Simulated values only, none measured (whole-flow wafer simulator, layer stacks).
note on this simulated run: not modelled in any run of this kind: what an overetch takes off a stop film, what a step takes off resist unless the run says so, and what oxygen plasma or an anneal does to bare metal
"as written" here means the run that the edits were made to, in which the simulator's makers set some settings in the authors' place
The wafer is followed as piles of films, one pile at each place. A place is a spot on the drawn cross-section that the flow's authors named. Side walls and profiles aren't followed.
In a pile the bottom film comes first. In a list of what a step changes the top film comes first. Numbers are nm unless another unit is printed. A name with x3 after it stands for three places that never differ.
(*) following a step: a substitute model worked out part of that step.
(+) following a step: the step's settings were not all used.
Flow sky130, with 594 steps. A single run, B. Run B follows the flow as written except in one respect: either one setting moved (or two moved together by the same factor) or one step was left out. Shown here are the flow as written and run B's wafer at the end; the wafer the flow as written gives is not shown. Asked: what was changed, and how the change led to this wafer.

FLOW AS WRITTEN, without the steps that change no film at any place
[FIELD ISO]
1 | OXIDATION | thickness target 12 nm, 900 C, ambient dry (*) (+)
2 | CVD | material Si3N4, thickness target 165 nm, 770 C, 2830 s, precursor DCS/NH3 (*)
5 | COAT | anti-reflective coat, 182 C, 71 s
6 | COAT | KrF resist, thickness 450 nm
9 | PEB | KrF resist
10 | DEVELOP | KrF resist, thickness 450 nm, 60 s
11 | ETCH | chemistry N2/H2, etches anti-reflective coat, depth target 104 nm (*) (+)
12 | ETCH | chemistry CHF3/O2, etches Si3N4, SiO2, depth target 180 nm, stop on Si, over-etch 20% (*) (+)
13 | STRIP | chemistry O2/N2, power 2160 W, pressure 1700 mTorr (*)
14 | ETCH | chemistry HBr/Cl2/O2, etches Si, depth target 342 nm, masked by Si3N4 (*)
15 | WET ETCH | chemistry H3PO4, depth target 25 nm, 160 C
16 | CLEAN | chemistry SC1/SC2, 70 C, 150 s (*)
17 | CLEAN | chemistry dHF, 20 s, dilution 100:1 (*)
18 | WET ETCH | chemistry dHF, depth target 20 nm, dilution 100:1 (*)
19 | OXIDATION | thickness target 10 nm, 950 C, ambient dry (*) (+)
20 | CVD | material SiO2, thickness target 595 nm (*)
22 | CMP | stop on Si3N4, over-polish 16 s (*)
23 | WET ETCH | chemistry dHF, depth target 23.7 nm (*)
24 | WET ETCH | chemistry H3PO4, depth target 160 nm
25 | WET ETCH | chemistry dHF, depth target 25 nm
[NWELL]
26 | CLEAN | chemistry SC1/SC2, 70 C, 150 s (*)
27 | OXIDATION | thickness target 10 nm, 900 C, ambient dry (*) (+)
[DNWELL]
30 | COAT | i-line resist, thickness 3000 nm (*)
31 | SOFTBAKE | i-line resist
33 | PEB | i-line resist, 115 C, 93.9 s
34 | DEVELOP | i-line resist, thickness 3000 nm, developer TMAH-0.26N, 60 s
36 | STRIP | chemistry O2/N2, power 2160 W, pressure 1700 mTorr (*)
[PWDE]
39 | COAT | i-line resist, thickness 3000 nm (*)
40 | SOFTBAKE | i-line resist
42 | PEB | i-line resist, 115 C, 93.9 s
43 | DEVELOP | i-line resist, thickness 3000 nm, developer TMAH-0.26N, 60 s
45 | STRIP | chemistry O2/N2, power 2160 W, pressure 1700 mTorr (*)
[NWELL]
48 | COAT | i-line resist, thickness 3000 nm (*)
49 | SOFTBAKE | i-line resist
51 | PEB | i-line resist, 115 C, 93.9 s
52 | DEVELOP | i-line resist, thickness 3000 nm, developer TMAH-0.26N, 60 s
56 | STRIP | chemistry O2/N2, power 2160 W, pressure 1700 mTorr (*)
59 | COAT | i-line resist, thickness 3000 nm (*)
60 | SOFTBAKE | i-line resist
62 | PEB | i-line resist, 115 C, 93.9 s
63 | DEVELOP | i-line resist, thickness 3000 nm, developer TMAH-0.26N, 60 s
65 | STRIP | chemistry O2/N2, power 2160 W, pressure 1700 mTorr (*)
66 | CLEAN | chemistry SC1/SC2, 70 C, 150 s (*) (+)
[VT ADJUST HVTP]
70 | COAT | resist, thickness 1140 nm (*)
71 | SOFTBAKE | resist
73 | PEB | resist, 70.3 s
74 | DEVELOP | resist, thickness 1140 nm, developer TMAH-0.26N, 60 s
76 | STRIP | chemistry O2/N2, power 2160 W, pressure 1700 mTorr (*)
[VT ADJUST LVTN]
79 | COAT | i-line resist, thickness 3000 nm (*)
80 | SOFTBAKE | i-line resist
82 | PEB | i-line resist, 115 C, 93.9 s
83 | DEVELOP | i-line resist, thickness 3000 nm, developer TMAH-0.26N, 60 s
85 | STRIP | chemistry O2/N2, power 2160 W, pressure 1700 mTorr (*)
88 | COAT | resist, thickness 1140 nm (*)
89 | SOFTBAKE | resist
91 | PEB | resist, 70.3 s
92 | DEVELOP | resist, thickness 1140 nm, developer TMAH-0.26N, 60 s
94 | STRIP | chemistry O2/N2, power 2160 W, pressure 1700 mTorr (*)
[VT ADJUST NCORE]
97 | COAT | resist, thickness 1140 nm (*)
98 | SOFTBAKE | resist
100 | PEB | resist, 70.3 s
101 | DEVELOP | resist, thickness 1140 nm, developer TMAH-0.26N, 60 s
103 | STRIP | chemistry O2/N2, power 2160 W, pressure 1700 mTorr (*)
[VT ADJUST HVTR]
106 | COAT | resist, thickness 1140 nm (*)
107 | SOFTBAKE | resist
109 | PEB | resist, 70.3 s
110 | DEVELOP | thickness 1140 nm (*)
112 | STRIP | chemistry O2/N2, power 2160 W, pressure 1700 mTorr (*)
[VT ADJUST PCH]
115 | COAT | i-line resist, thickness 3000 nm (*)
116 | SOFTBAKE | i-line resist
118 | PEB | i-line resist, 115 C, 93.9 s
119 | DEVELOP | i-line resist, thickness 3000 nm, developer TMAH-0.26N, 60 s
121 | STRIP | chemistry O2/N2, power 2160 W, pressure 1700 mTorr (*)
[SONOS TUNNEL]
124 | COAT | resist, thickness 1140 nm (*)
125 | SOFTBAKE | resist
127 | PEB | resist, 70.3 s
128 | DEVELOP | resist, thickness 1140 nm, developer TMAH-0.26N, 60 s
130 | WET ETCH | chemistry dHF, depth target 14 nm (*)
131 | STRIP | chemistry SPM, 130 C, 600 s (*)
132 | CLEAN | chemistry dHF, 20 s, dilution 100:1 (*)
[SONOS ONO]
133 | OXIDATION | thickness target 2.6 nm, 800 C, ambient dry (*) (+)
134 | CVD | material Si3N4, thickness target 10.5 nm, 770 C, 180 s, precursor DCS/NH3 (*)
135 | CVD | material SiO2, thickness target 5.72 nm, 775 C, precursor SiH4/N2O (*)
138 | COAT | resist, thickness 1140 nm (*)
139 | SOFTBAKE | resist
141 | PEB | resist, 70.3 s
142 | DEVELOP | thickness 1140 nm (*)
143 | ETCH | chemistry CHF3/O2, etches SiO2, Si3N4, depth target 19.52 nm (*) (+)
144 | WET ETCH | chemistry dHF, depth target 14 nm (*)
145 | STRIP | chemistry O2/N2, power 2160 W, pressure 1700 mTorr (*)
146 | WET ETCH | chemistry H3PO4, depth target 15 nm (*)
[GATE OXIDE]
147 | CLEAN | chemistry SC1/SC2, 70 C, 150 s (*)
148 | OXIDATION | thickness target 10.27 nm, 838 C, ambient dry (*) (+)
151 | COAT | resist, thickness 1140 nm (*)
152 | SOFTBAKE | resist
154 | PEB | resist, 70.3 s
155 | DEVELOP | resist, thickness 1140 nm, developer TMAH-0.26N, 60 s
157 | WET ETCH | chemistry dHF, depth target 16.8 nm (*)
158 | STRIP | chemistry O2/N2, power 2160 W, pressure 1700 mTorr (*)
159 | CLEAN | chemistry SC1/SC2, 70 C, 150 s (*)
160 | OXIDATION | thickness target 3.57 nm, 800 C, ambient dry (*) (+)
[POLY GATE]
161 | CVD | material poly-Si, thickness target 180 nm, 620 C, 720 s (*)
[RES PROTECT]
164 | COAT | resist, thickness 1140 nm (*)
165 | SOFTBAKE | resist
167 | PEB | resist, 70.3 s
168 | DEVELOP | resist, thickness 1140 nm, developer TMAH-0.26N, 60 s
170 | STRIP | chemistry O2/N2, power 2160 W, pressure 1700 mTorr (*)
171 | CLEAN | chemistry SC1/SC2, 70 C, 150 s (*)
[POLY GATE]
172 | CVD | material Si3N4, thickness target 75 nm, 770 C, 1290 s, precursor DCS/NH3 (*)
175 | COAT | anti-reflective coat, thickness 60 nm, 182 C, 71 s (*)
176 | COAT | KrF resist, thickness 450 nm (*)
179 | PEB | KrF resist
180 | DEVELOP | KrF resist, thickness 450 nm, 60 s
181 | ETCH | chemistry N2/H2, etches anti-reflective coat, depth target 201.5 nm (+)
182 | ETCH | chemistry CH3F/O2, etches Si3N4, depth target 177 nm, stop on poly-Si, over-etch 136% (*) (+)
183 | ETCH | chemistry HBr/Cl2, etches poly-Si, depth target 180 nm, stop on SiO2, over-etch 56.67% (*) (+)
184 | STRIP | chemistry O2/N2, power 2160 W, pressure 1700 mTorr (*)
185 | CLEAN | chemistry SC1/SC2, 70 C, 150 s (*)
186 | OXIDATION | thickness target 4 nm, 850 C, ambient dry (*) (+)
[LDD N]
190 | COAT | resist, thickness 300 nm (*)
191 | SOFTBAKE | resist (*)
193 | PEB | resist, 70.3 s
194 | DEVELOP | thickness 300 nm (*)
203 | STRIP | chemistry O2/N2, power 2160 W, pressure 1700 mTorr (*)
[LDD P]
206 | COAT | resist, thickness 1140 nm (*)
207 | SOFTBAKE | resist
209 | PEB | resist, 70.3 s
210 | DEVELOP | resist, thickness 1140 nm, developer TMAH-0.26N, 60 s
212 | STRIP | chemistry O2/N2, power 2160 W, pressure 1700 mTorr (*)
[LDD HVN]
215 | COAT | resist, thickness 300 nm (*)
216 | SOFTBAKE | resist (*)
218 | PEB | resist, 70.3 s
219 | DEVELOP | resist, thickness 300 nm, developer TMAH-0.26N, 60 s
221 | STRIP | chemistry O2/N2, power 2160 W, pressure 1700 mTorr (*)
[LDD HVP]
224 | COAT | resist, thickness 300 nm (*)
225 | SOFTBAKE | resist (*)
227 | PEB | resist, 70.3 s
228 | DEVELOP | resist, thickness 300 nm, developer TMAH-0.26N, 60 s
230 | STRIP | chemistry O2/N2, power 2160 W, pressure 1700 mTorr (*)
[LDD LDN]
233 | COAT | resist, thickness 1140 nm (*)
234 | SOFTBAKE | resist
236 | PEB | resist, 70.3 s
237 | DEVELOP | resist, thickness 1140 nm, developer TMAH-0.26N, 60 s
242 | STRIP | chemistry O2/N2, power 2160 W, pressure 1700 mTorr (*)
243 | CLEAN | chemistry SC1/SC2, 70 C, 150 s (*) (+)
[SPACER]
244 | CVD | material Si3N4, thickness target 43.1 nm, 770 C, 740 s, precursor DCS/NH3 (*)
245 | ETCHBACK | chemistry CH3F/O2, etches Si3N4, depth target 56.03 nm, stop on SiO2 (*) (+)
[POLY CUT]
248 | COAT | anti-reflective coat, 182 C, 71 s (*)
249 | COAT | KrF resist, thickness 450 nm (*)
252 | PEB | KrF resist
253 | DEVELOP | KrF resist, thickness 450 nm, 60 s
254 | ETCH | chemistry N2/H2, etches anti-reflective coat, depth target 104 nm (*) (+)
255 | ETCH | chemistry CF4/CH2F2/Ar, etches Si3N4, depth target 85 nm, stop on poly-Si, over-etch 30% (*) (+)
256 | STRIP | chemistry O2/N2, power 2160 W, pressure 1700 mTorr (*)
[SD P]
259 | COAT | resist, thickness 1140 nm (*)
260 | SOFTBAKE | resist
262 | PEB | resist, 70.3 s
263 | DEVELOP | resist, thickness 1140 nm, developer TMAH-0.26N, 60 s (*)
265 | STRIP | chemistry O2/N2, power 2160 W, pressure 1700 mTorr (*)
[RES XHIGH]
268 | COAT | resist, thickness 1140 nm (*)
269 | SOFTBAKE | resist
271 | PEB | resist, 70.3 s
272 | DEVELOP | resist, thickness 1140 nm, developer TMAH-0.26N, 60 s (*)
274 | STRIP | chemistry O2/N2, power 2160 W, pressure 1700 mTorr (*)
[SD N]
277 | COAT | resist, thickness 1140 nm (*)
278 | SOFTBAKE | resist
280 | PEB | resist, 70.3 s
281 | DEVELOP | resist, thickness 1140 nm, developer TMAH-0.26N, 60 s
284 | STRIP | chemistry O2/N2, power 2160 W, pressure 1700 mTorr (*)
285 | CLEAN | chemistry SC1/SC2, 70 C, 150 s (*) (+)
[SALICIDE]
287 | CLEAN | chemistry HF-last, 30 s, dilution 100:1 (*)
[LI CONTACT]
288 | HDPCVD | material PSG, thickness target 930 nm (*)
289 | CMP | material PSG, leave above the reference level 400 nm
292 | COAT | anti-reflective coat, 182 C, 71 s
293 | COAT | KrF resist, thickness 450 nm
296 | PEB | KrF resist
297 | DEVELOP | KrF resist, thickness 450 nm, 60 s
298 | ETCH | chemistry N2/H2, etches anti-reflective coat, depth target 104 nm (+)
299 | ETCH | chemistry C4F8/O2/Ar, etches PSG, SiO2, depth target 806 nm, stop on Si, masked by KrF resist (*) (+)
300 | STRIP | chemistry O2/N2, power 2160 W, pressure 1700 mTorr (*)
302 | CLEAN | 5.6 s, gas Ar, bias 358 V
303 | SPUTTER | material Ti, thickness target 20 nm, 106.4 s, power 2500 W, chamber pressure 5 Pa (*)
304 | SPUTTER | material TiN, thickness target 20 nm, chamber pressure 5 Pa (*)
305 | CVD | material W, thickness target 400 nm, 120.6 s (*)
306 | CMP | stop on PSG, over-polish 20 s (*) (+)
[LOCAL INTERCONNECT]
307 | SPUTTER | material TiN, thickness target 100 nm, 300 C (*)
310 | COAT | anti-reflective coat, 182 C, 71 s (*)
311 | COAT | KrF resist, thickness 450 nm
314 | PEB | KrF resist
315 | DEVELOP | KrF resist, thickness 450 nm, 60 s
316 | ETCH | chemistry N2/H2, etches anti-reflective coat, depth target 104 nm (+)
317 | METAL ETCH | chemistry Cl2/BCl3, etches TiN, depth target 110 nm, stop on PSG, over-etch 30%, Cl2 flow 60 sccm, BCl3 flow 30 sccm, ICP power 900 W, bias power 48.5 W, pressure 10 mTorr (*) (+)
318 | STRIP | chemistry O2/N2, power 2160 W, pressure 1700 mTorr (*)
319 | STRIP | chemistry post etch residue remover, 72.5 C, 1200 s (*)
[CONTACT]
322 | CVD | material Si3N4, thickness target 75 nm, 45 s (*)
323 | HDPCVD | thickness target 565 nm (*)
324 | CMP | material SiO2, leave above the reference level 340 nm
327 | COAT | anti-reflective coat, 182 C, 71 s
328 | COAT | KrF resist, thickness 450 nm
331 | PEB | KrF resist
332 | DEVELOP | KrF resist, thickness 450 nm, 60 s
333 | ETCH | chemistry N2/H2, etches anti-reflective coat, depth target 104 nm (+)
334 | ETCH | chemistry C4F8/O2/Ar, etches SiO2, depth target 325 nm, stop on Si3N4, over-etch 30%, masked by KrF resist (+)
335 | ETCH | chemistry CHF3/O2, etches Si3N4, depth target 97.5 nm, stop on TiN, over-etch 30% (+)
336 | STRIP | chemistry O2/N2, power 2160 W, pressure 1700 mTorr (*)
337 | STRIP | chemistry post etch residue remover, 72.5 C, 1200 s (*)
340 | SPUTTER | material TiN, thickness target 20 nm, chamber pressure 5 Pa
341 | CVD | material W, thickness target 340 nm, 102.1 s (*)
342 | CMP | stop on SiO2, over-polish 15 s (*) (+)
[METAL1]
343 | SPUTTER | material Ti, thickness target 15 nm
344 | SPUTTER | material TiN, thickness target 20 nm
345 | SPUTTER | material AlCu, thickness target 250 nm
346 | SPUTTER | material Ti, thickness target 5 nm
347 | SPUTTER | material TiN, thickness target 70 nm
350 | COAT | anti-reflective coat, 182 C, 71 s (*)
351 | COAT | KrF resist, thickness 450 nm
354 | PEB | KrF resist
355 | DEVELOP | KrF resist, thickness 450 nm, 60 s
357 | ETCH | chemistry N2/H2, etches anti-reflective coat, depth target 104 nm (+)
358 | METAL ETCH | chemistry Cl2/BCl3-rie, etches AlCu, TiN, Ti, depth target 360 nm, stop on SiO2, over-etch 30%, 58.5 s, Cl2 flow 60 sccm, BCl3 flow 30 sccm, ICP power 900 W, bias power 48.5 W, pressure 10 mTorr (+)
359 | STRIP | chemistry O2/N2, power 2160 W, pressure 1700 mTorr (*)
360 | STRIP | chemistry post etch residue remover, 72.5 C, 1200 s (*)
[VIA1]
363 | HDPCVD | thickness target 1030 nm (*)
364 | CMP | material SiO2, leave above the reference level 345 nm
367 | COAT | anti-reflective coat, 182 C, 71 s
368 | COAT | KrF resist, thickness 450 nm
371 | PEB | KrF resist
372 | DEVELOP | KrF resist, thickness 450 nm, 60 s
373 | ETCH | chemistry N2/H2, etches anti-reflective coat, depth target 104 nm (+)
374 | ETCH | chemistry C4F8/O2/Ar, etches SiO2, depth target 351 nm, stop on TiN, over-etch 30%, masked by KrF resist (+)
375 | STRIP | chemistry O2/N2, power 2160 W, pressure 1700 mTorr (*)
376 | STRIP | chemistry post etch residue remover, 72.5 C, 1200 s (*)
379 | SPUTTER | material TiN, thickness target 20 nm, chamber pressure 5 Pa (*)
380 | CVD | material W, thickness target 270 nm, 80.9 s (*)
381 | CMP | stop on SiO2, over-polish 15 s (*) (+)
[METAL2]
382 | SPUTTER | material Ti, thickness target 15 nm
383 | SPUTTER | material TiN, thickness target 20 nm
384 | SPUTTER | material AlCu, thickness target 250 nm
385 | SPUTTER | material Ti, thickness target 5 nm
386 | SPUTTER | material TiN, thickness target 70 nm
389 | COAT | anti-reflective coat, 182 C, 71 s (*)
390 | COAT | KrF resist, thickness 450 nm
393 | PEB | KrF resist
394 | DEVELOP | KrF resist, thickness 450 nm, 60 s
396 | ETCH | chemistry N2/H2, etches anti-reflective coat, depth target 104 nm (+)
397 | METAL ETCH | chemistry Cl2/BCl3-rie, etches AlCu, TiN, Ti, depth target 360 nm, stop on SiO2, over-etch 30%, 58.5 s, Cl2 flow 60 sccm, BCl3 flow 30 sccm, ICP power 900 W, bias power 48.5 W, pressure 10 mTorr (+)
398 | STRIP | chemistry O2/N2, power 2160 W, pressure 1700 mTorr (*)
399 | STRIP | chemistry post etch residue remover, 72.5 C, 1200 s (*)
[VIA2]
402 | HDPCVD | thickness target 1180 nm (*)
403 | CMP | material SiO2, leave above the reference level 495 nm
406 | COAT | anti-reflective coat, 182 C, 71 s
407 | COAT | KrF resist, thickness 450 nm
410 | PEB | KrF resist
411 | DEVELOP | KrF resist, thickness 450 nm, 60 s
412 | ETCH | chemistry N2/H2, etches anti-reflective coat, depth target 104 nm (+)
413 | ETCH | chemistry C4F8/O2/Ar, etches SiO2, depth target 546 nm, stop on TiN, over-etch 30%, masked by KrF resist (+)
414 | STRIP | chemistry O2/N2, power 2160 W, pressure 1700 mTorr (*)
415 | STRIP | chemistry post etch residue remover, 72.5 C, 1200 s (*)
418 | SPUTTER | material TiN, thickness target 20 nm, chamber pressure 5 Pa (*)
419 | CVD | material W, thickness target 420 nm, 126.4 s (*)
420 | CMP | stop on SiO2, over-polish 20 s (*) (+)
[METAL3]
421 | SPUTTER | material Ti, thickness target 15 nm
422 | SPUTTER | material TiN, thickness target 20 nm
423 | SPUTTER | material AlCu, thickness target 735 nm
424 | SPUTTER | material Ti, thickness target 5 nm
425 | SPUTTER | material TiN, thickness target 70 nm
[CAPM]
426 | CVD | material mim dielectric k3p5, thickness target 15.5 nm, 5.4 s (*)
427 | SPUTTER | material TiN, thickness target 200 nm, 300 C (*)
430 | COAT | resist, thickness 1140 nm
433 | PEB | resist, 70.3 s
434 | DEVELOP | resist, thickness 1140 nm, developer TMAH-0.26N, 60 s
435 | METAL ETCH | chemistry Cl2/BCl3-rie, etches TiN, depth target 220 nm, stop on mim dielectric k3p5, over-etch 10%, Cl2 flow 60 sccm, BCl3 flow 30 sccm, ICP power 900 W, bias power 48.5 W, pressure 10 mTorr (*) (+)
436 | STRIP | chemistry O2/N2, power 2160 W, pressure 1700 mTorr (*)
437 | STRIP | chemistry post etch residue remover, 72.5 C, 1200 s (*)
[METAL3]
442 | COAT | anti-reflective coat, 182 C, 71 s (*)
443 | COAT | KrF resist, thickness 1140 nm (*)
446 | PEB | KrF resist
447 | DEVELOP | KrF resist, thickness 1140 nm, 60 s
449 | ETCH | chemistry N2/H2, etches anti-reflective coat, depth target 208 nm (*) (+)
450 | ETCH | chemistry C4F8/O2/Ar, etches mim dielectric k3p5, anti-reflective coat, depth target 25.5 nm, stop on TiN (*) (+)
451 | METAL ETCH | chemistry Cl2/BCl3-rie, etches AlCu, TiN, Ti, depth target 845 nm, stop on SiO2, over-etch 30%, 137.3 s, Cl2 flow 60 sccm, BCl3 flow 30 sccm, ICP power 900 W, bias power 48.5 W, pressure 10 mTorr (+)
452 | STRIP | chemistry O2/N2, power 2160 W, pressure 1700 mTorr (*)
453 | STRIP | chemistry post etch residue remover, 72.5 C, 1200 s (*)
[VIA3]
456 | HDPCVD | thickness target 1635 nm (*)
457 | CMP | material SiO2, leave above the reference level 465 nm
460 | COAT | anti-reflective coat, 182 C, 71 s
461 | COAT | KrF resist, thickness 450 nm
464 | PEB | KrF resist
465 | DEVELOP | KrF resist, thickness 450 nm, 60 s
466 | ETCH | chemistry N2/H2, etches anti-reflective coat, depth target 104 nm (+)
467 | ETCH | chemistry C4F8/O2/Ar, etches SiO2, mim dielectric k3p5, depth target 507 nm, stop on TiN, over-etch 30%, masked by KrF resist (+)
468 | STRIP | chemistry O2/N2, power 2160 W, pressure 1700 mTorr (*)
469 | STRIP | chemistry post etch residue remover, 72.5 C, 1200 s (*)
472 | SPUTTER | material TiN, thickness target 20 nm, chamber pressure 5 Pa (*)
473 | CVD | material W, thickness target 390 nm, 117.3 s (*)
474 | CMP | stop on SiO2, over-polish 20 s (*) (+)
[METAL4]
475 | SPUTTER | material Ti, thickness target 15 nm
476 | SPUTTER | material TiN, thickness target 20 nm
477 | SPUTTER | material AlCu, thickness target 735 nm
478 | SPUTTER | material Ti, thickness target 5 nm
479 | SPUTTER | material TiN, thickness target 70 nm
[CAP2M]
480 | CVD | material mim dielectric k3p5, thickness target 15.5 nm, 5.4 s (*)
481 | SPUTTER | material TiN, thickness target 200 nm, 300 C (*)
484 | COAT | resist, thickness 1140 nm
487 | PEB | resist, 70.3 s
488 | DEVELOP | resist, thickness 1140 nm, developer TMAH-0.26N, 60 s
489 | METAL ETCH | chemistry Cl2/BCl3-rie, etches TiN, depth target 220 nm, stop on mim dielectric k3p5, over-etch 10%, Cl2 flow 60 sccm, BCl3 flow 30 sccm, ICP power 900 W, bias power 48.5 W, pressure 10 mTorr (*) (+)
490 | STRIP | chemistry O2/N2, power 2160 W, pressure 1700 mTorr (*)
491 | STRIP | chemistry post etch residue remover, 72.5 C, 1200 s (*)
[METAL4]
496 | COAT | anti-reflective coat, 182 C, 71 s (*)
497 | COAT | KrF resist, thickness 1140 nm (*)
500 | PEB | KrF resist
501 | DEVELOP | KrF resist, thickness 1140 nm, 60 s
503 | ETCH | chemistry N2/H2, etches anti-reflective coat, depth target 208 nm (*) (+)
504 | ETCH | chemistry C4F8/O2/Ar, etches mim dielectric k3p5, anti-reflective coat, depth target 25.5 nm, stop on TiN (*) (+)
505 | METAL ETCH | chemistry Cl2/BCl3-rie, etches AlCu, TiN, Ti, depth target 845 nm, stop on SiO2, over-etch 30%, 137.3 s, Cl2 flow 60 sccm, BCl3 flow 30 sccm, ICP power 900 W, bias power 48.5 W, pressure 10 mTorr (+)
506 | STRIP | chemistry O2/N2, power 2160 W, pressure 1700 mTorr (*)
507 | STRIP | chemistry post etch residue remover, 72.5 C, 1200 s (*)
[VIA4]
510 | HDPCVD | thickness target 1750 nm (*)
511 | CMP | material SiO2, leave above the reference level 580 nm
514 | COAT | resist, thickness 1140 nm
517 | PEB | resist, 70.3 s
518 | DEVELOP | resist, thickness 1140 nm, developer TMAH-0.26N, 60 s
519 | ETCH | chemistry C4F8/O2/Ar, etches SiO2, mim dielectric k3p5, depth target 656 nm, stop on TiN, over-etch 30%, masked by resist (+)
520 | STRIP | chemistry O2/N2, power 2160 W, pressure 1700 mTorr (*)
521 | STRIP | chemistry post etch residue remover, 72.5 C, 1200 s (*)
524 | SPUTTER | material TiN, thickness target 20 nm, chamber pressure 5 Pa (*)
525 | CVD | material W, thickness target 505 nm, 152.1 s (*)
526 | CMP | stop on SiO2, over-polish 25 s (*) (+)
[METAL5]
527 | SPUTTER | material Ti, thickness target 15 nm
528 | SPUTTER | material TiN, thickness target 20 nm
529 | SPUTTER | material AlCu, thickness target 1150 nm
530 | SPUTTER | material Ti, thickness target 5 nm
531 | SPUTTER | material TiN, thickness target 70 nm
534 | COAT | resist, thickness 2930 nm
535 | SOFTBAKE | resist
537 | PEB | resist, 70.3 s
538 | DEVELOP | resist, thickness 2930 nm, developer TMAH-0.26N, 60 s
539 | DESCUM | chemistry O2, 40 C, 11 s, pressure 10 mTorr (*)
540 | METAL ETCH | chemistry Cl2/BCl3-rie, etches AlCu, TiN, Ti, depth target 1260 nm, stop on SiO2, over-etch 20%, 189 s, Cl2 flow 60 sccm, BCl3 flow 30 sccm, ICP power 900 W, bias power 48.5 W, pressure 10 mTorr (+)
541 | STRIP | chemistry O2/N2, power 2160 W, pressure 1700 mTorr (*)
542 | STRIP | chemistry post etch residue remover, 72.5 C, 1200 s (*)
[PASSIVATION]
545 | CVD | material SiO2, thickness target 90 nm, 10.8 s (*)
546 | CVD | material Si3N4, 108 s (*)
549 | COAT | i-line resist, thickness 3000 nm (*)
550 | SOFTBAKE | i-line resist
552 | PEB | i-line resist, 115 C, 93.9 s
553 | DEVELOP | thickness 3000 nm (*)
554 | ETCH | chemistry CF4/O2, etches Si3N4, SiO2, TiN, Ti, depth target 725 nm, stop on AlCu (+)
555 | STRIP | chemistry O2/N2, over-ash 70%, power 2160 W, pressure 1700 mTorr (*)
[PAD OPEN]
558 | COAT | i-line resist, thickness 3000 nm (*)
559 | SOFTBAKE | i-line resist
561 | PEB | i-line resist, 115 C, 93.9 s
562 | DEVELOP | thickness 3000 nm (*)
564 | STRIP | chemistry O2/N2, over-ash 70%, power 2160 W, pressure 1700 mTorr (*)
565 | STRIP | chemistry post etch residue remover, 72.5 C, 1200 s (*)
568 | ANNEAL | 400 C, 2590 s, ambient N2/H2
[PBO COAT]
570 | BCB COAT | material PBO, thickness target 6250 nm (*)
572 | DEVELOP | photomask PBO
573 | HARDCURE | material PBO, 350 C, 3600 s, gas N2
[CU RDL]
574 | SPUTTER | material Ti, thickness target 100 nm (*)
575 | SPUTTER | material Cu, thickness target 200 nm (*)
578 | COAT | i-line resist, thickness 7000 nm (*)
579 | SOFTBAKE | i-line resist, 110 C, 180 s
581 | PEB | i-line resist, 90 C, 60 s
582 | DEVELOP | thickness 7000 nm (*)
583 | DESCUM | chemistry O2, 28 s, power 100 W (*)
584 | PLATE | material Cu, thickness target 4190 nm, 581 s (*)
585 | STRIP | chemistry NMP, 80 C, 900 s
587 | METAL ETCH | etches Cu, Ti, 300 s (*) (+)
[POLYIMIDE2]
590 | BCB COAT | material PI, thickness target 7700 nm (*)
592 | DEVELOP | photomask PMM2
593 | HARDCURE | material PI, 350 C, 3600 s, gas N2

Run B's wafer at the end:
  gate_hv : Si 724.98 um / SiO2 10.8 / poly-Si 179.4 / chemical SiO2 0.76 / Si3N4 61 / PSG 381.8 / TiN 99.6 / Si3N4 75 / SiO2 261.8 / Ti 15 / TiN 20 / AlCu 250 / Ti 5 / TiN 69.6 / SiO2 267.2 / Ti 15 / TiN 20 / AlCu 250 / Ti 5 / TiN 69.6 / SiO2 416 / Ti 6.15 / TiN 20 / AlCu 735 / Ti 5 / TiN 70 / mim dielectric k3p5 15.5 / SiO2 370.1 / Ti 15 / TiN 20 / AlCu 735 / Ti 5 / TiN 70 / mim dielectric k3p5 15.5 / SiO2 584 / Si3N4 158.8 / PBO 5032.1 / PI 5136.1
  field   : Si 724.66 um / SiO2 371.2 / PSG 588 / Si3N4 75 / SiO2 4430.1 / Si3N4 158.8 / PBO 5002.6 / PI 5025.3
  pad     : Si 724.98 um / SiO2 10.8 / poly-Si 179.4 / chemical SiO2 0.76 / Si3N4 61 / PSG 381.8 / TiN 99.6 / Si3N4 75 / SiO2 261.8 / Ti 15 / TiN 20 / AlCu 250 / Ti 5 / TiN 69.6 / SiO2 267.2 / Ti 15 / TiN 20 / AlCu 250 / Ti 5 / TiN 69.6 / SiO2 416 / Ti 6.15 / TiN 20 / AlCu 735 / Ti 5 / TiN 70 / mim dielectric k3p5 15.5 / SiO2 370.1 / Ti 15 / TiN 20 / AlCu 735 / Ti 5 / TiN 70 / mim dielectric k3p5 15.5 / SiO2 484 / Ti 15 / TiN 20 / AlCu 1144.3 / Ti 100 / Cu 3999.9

The reason: step 421, SPUTTER: thickness target 6.15 nm was run, while the flow as written has thickness target 15 nm.
One can read it off the wafer: gate_hv has Ti 6.15, and step 421 as written asks for 15 nm.

Step by step, how the change led to this:
  421 | SPUTTER | material Ti, thickness target 15 nm
      field, active, n_well and 188 more: Ti gains 6.15 (new film) (it would be, as written: Ti gains 15 (new film))
  451 | METAL ETCH | chemistry Cl2/BCl3-rie, etches AlCu, TiN, Ti, depth target 845 nm, stop on SiO2, over-etch 30%, 137.3 s, Cl2 flow 60 sccm, BCl3 flow 30 sccm, ICP power 900 W, bias power 48.5 W, pressure 10 mTorr (+)
      field, gate, spacer and 68 more: TiN loses 70 (all of it), Ti loses 5 (all of it), AlCu loses 735 (all of it), TiN loses 20 (all of it), Ti loses 6.15 (all of it), SiO2 loses 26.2 (it would be, as written: TiN loses 70 (all of it), Ti loses 5 (all of it), AlCu loses 735 (all of it), TiN loses 20 (all of it), Ti loses 15 (all of it), SiO2 loses 25.4)
      active, vpp_ln, vpp_iso2 and 11 more: TiN loses 70 (all of it), Ti loses 5 (all of it), AlCu loses 735 (all of it), TiN loses 20 (all of it), Ti loses 6.15 (all of it), SiO2 loses 26.2 (it would be, as written: TiN loses 70 (all of it), Ti loses 5 (all of it), AlCu loses 735 (all of it), TiN loses 20 (all of it), Ti loses 15 (all of it), SiO2 loses 25.3)
  457 | CMP | material SiO2, leave above the reference level 465 nm
      field, active, gate and 82 more: SiO2 loses 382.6 (it would be, as written: SiO2 loses 374.7)
  550 | SOFTBAKE | i-line resist
      via1_hole: i-line resist loses 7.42 (it would be, as written: i-line resist loses 8.29)
      via1_enc: i-line resist loses 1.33 (it would be, as written: i-line resist loses 2.14)
  559 | SOFTBAKE | i-line resist
      via1_hole: i-line resist loses 7.42 (it would be, as written: i-line resist loses 8.29)
      via1_enc: i-line resist loses 1.33 (it would be, as written: i-line resist loses 2.14)
